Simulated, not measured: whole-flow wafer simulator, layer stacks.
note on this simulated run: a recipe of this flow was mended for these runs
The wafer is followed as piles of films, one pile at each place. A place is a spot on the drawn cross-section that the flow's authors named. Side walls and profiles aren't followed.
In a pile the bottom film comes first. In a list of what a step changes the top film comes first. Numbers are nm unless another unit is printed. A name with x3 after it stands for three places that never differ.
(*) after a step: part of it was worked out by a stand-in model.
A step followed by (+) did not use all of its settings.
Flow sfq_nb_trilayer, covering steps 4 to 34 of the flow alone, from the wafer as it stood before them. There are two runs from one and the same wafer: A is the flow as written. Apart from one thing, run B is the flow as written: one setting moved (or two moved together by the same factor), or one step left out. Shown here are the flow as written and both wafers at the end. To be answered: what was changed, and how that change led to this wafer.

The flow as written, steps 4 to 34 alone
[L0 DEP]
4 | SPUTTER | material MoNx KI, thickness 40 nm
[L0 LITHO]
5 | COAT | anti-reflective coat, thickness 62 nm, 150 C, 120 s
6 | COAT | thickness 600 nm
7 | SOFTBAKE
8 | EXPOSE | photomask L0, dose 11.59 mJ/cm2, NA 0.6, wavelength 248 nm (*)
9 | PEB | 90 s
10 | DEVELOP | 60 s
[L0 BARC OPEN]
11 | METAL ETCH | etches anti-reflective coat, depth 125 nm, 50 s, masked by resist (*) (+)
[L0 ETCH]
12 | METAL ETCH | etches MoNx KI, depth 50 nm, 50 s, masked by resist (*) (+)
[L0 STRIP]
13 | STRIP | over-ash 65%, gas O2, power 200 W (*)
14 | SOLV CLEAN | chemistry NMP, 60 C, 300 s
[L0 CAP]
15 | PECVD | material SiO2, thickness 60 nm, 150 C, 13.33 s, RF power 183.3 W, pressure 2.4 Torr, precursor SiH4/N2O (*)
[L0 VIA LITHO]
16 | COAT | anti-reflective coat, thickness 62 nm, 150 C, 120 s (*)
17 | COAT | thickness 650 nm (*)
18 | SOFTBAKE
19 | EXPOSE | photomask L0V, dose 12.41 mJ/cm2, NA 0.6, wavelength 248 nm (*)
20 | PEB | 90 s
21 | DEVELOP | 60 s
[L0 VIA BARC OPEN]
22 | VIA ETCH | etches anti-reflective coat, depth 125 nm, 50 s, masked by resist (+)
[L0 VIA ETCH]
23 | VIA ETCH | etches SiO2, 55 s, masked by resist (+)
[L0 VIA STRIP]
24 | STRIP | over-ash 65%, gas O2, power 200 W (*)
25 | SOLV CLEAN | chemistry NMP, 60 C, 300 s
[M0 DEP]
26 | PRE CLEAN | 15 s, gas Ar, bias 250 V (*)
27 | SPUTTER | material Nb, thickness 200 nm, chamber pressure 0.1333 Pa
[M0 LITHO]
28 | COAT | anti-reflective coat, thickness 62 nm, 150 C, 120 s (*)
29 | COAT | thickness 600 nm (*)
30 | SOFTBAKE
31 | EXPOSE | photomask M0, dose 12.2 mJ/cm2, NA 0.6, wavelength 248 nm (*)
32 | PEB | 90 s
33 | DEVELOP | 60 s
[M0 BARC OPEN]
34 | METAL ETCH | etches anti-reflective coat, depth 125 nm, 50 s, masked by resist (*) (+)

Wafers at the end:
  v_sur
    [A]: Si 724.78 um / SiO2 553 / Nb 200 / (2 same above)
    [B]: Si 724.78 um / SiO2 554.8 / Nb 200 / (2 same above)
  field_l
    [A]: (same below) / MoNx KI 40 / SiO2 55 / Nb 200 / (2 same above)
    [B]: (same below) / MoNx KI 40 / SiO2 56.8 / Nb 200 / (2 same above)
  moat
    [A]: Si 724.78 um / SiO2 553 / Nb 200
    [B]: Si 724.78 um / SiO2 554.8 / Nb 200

The reason: step 26, PRE CLEAN: 9.6 s was run, while the flow as written has 15 s.

The path from the change to this, step by step:
  26 | PRE CLEAN | 15 s, gas Ar, bias 250 V (*)
      field_l, v_sur, via_wl and 102 more: A -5 SiO2 | B -3.2 SiO2
      l0v: A -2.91 MoNx KI | B -1.79 MoNx KI
